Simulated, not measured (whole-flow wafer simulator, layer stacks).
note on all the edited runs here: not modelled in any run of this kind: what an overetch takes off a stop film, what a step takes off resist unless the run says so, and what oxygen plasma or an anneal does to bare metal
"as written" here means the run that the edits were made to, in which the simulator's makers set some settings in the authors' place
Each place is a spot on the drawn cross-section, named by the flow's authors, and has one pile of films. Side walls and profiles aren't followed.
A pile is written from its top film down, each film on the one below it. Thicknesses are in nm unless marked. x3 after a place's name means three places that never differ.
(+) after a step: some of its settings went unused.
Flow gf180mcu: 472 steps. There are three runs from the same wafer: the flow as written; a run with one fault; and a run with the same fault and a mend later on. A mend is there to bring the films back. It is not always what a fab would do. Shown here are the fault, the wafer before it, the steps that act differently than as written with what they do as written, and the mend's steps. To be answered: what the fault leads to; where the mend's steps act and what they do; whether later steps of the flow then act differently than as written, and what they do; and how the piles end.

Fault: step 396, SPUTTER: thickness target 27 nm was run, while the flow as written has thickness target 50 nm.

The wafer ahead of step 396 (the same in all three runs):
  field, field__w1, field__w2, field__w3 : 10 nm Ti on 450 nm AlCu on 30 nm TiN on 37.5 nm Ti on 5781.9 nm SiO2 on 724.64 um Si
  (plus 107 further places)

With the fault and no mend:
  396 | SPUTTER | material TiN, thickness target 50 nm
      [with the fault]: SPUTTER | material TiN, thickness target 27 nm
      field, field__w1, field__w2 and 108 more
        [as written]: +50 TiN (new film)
        [with the fault]: +27 TiN (new film)
  Later steps of the flow acting differently than as written (1 other step is not shown; it differs only slightly, by no more than 2% or 0.5 nm, whichever is larger):
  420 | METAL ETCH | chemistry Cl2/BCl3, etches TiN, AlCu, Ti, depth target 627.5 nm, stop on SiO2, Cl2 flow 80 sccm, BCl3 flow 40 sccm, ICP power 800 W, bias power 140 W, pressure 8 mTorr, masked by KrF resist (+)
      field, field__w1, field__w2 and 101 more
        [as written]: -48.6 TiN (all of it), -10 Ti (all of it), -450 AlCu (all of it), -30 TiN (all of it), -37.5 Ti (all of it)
        [with the fault]: -25.6 TiN (all of it), -10 Ti (all of it), -450 AlCu (all of it), -30 TiN (all of it), -37.5 Ti (all of it)
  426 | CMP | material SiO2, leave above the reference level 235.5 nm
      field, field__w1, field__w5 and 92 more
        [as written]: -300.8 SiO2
        [with the fault]: -323.8 SiO2
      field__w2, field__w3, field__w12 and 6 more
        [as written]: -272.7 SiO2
        [with the fault]: -296.7 SiO2
  By the end, the piles at field__w4, field__w8, contact, m1, m1__w1, mim, mim_1p0, m1_nw depart from the flow's by more than 2% or 0.5 nm, whichever is larger.
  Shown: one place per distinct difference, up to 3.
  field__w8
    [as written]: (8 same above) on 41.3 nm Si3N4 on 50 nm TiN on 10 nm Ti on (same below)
    [with the fault]: (8 same above) on 41.3 nm Si3N4 on 27 nm TiN on 10 nm Ti on (same below)
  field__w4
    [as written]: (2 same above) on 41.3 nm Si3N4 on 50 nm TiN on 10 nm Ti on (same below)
    [with the fault]: (2 same above) on 41.3 nm Si3N4 on 27 nm TiN on 10 nm Ti on (same below)
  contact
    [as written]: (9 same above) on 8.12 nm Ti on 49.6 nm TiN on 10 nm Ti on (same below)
    [with the fault]: (9 same above) on 8.12 nm Ti on 26.6 nm TiN on 10 nm Ti on (same below)

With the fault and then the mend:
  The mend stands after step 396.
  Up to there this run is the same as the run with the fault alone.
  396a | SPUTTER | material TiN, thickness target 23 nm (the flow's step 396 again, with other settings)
      field, field__w1, field__w2 and 108 more
        +23 TiN
  Every later step of the flow that is run acts as written at every place that is followed.
  The piles end the same as the flow's at every place that both follow.
